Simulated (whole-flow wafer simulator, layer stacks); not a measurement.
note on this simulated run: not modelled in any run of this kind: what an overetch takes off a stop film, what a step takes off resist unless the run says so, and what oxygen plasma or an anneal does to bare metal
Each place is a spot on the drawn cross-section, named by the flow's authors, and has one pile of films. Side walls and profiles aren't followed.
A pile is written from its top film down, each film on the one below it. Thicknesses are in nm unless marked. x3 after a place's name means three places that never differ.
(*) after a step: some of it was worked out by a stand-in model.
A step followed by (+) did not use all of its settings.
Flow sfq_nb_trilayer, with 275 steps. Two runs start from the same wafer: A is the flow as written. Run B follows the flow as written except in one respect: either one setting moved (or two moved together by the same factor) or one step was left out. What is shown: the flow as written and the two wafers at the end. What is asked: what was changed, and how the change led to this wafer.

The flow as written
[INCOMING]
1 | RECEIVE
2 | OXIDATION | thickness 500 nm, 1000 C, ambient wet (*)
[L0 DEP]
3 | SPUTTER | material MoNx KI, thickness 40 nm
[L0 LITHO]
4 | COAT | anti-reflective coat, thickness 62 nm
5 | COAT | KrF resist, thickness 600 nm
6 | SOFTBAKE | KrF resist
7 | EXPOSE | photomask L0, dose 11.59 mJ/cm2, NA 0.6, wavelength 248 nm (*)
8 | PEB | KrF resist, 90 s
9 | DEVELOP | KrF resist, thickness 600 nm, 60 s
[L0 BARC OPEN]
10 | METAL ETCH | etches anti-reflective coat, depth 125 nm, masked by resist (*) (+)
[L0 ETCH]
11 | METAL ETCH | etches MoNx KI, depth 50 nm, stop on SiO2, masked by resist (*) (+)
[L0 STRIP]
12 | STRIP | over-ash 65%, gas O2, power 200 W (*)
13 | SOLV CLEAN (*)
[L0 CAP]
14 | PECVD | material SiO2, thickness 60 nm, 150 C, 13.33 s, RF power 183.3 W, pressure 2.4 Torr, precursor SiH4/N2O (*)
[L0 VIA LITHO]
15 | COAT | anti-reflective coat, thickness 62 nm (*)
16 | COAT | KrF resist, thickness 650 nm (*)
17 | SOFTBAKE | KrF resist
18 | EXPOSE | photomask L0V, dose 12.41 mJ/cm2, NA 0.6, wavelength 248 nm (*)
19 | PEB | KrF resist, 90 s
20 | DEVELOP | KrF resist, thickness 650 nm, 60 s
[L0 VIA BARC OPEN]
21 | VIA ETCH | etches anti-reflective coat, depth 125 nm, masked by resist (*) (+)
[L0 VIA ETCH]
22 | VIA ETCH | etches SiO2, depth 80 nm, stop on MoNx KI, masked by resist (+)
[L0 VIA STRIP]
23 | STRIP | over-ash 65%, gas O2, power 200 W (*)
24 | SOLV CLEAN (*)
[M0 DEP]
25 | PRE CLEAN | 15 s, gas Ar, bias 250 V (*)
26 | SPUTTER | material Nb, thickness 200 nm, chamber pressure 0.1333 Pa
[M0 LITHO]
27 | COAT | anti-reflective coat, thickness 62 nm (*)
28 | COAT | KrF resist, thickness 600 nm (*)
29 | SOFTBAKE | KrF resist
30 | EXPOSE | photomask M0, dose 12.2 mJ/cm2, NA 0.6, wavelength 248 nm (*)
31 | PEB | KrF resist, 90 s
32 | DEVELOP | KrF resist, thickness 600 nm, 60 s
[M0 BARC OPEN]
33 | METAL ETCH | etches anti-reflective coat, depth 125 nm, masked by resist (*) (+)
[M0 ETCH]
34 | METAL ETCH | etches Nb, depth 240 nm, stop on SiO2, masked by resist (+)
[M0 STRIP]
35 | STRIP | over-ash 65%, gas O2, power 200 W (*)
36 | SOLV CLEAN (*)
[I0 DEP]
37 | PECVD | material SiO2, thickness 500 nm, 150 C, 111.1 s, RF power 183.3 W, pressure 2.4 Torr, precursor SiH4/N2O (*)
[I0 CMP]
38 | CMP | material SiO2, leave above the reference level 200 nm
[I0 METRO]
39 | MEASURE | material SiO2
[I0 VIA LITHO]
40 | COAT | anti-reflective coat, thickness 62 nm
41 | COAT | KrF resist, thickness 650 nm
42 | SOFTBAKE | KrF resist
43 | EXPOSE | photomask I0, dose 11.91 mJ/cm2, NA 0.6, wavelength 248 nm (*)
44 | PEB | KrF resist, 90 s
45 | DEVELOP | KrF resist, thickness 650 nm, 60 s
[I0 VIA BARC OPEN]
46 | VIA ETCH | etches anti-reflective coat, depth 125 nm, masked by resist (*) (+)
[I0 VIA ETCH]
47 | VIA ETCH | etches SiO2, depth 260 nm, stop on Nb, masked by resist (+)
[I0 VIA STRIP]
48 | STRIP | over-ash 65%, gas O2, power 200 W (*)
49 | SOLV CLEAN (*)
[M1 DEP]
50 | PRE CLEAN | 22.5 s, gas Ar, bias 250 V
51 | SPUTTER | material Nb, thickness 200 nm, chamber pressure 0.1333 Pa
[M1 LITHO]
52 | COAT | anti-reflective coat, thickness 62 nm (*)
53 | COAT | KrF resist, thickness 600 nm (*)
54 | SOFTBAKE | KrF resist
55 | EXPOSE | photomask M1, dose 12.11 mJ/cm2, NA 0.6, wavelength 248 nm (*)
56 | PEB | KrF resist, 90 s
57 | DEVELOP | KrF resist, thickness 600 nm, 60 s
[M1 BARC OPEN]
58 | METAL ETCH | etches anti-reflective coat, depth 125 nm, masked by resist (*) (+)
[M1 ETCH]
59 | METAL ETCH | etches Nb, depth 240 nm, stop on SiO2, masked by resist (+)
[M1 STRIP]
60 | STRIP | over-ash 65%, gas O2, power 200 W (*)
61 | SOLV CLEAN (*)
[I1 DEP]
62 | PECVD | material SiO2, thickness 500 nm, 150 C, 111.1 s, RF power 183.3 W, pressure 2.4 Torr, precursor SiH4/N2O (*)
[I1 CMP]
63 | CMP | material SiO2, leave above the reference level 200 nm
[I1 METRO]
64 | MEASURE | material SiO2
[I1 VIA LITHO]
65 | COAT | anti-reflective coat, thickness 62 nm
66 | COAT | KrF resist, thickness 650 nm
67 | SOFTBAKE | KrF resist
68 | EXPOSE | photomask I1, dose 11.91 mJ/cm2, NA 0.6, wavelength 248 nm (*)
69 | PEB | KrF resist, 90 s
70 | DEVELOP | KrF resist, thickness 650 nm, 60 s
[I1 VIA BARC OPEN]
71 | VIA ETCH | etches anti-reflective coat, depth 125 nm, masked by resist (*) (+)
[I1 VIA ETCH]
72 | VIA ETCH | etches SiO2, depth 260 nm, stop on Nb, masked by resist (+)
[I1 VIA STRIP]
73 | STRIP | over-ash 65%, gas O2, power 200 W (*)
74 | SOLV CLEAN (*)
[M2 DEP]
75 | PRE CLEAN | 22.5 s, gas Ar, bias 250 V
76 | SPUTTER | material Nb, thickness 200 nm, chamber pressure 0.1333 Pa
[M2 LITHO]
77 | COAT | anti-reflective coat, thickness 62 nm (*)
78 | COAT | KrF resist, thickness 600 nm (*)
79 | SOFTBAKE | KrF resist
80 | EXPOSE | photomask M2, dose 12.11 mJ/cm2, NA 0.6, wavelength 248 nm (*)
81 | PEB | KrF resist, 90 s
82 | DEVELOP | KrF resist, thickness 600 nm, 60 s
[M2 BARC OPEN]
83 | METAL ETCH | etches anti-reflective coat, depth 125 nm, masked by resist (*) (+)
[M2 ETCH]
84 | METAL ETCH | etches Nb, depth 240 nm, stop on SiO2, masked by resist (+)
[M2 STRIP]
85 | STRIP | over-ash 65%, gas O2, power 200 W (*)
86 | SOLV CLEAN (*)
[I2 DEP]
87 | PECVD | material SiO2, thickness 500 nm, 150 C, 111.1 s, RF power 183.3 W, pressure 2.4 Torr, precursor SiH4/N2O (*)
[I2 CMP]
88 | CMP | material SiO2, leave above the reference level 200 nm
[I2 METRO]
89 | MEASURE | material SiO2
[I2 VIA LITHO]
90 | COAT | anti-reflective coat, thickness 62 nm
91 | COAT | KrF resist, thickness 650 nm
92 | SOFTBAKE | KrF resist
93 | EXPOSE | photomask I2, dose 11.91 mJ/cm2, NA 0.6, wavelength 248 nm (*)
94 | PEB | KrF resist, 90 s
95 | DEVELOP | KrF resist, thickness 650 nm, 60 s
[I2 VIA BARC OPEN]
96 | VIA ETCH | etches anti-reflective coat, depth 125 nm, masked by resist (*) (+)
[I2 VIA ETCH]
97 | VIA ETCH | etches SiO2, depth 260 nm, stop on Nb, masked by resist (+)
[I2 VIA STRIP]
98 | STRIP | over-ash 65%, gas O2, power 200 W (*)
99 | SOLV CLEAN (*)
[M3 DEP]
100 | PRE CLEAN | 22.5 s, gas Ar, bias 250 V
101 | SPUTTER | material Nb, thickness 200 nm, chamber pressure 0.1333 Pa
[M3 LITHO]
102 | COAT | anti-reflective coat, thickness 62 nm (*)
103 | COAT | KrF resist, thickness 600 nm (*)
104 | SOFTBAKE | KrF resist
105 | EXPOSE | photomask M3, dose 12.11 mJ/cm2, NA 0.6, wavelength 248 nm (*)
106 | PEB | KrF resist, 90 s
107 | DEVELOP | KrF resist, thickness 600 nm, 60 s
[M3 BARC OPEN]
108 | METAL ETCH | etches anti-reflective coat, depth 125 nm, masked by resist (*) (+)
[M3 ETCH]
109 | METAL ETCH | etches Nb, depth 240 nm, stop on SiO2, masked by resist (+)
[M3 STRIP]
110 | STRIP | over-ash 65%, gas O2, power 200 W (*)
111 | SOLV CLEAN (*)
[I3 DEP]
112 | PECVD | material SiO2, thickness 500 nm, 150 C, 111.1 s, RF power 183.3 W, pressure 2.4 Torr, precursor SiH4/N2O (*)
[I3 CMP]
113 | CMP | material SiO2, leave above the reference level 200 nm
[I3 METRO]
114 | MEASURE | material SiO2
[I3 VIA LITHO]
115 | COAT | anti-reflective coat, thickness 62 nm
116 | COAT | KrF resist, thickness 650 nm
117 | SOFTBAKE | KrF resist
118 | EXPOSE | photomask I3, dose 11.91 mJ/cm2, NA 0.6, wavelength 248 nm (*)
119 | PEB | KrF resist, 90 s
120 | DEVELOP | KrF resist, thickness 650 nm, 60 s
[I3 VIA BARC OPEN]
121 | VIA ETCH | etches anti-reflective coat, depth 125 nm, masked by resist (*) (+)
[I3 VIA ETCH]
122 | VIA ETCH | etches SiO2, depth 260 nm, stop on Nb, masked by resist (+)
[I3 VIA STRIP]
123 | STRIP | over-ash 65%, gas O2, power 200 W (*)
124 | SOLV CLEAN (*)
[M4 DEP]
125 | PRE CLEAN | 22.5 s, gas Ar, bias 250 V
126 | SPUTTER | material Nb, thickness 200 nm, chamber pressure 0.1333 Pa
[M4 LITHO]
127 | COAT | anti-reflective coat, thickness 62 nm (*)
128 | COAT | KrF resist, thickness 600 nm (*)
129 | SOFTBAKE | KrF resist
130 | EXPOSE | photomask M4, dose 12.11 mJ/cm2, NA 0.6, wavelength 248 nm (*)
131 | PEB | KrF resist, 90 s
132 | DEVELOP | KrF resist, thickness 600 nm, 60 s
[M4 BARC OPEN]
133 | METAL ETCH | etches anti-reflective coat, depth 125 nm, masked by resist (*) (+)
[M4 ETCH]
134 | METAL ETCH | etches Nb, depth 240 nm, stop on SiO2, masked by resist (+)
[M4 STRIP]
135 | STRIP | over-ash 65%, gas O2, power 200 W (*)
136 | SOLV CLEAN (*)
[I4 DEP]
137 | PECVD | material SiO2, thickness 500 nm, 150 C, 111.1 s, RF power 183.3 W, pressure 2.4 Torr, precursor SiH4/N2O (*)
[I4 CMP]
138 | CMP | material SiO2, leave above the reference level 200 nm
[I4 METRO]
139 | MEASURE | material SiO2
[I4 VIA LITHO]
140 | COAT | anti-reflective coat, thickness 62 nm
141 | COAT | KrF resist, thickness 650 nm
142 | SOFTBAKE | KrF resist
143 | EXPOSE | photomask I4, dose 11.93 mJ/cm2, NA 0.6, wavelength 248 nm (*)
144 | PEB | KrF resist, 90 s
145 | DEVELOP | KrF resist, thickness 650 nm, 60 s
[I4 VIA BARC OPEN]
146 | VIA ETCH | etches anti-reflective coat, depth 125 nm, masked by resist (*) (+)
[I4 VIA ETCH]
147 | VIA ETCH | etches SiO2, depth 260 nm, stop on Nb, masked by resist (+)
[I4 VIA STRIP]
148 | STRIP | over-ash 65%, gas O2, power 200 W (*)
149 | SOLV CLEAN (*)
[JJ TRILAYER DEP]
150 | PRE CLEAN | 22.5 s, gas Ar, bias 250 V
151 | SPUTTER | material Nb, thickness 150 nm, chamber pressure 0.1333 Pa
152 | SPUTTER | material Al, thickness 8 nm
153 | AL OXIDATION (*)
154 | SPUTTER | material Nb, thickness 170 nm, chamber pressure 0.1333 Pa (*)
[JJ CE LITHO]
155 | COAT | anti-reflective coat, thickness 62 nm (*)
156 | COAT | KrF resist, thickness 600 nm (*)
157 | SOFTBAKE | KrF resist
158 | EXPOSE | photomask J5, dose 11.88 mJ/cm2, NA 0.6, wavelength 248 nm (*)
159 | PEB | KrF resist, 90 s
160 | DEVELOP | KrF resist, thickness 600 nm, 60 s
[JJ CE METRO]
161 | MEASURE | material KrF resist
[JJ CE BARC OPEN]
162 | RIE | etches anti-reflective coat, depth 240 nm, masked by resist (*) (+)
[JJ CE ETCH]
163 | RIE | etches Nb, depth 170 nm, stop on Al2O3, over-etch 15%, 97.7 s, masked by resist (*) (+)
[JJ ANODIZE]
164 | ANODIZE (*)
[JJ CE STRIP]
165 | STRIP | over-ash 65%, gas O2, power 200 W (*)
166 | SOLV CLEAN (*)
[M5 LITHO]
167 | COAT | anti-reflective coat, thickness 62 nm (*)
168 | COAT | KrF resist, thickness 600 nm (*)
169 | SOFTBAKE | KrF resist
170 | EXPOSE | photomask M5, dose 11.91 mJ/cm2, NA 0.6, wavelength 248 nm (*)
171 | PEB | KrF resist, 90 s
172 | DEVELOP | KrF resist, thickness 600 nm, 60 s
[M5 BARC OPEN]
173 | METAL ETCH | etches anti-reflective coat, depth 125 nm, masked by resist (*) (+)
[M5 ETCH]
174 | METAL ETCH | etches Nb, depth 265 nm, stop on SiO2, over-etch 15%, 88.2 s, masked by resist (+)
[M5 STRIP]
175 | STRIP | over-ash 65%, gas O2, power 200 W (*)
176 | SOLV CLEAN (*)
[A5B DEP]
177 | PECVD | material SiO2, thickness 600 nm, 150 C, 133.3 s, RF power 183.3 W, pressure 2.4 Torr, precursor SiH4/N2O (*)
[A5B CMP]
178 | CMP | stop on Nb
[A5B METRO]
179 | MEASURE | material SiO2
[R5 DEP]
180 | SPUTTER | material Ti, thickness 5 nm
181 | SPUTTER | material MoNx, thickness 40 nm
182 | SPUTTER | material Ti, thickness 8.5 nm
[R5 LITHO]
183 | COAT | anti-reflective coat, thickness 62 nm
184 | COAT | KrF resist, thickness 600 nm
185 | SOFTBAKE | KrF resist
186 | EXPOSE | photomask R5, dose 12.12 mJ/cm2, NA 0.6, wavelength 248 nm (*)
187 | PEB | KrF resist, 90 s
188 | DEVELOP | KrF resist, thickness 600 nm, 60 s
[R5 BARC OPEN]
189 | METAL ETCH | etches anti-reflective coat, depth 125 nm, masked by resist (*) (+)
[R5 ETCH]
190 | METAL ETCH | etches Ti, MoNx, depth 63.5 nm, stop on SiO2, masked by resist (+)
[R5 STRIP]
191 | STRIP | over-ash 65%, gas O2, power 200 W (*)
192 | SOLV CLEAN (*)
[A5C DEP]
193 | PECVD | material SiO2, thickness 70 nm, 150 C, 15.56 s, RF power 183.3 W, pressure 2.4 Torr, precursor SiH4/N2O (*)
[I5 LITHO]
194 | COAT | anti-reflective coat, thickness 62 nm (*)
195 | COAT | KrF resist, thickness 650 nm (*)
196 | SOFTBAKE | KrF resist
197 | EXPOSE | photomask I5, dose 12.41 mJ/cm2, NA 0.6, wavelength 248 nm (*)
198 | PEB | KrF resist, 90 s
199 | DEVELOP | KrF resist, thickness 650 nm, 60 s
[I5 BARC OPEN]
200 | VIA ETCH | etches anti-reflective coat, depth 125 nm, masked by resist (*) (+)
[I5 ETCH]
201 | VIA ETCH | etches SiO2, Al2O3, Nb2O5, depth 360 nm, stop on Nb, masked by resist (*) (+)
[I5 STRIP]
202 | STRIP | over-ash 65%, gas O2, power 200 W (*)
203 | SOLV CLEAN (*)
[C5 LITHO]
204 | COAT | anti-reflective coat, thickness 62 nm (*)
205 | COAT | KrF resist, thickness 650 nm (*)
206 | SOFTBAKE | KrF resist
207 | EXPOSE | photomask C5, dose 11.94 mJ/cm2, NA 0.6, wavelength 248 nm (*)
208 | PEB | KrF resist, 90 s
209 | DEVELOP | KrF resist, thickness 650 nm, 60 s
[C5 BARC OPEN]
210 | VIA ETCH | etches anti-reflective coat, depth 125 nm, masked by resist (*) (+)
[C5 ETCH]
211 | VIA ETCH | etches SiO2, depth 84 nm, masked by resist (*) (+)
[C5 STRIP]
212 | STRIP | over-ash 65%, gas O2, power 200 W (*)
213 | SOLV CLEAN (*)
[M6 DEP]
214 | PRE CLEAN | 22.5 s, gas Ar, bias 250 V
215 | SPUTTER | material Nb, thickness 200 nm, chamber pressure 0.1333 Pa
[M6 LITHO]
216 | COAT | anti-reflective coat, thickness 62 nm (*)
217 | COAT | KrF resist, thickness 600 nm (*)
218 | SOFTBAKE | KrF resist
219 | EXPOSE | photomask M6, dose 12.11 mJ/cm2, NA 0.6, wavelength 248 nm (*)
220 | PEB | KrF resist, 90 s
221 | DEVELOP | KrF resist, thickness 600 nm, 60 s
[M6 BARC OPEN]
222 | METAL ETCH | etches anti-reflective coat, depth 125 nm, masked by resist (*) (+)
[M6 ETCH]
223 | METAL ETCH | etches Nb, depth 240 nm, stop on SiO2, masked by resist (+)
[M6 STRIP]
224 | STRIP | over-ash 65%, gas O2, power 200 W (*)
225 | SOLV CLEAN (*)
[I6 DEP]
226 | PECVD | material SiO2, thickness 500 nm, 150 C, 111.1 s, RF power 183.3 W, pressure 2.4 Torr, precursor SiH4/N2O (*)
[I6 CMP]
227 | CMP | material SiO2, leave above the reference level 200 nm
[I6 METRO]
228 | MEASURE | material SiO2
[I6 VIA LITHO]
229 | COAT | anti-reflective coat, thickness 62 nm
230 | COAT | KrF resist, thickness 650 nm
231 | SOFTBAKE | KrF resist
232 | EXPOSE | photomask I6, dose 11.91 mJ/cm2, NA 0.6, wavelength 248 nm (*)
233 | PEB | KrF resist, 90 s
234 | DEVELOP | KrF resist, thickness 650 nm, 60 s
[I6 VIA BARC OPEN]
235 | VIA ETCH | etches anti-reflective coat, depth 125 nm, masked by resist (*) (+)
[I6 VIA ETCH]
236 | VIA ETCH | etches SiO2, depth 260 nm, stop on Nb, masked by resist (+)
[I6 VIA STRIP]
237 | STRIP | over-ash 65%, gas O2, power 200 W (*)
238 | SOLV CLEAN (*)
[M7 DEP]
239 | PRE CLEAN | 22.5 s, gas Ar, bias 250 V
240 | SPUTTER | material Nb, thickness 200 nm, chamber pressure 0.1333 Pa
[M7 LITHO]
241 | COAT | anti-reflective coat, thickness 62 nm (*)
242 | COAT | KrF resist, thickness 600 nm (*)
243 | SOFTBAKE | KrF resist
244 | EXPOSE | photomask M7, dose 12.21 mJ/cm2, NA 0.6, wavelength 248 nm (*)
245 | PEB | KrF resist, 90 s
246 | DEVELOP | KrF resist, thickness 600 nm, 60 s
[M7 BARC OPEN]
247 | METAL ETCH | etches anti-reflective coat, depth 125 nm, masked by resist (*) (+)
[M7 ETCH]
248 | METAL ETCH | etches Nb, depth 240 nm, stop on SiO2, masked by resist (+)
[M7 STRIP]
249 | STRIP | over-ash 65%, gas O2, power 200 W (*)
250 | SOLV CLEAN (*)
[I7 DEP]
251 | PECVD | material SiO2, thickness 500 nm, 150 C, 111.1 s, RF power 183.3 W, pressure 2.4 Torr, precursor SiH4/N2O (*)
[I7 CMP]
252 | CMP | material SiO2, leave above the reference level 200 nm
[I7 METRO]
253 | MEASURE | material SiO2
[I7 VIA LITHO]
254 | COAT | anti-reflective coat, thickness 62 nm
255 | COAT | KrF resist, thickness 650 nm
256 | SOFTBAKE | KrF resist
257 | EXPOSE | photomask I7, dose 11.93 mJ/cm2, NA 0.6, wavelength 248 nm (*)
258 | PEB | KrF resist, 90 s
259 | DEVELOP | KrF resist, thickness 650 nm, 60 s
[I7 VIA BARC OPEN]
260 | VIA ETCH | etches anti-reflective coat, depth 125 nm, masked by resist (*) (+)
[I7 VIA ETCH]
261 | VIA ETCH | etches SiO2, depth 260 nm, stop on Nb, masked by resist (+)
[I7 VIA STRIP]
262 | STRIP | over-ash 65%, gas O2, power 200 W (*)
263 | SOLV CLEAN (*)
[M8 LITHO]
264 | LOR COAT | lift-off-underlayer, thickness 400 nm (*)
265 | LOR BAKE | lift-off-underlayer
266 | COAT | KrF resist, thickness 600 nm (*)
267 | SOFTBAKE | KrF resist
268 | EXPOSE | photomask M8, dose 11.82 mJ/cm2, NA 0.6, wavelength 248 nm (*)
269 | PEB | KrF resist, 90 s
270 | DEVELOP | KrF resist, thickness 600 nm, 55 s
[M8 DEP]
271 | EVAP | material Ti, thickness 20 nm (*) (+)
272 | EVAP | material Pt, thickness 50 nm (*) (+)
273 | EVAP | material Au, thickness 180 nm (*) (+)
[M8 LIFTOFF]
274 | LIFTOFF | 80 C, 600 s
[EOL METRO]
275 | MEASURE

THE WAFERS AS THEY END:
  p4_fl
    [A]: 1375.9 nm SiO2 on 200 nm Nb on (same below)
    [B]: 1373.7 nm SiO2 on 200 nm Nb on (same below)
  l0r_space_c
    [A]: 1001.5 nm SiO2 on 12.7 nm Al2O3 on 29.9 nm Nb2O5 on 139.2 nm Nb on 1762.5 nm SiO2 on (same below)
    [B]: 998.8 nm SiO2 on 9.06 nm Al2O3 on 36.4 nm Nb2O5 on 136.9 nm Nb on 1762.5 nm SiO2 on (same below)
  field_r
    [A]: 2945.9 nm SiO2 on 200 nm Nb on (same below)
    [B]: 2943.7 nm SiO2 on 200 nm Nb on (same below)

Cause: step 152, SPUTTER: thickness 5.8 nm was run, whereas the flow has thickness 8 nm.

Step by step, how the change led to this:
  152 | SPUTTER | material Al, thickness 8 nm
      field_l, v_sur, via_sp and 100 more: A +8 Al (new film) | B +5.8 Al (new film)
      via_wl, via_wr: A +5.14 Al (new film) | B +3.73 Al (new film)
      (also at 1 further place)
  164 | ANODIZE (*)
      field_l, v_sur, via_sp and 96 more: A +12.2 Al2O3, +29.9 Nb2O5 (new film), -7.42 Al (all of it), -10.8 Nb | B +8.61 Al2O3, +36.4 Nb2O5 (new film), -5.22 Al (all of it), -13.1 Nb
      via_wl, via_wr: A +7.52 Al2O3 (new film), +39.2 Nb2O5 (new film), -4.56 Al (all of it), -14.1 Nb | B +5.19 Al2O3 (new film), +43.4 Nb2O5 (new film), -3.15 Al (all of it), -15.6 Nb
      (also at 1 further place)
  167 | COAT | anti-reflective coat, thickness 62 nm (*)
      ce_l: A +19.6 anti-reflective coat (new film) | B +19 anti-reflective coat (new film)
  174 | METAL ETCH | etches Nb, depth 265 nm, stop on SiO2, over-etch 15%, 88.2 s, masked by resist (+)
      field_l, r_sur, res and 49 more: A -12.6 Al2O3 (all of it), -29.9 Nb2O5 (all of it), -139.2 Nb (all of it), -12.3 SiO2 | B -9 Al2O3 (all of it), -36.4 Nb2O5 (all of it), -136.9 Nb (all of it), -12.2 SiO2
      wl_a_sl: A -12.6 Al2O3 (all of it), -29.9 Nb2O5 (all of it), -139.2 Nb (all of it), -12.3 SiO2 | B -8.99 Al2O3 (all of it), -36.4 Nb2O5 (all of it), -136.9 Nb (all of it), -12.2 SiO2
  175 | STRIP | over-ash 65%, gas O2, power 200 W (*)
      ce_l: A -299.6 KrF resist (all of it), -19.6 anti-reflective coat (all of it) | B -302.3 KrF resist (all of it), -19 anti-reflective coat (all of it)
  201 | VIA ETCH | etches SiO2, Al2O3, Nb2O5, depth 360 nm, stop on Nb, masked by resist (*) (+)
      be: A -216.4 SiO2 (all of it), -12.7 Al2O3 (all of it), -29.9 Nb2O5 (all of it) | B -213.6 SiO2 (all of it), -9.06 Al2O3 (all of it), -36.4 Nb2O5 (all of it)
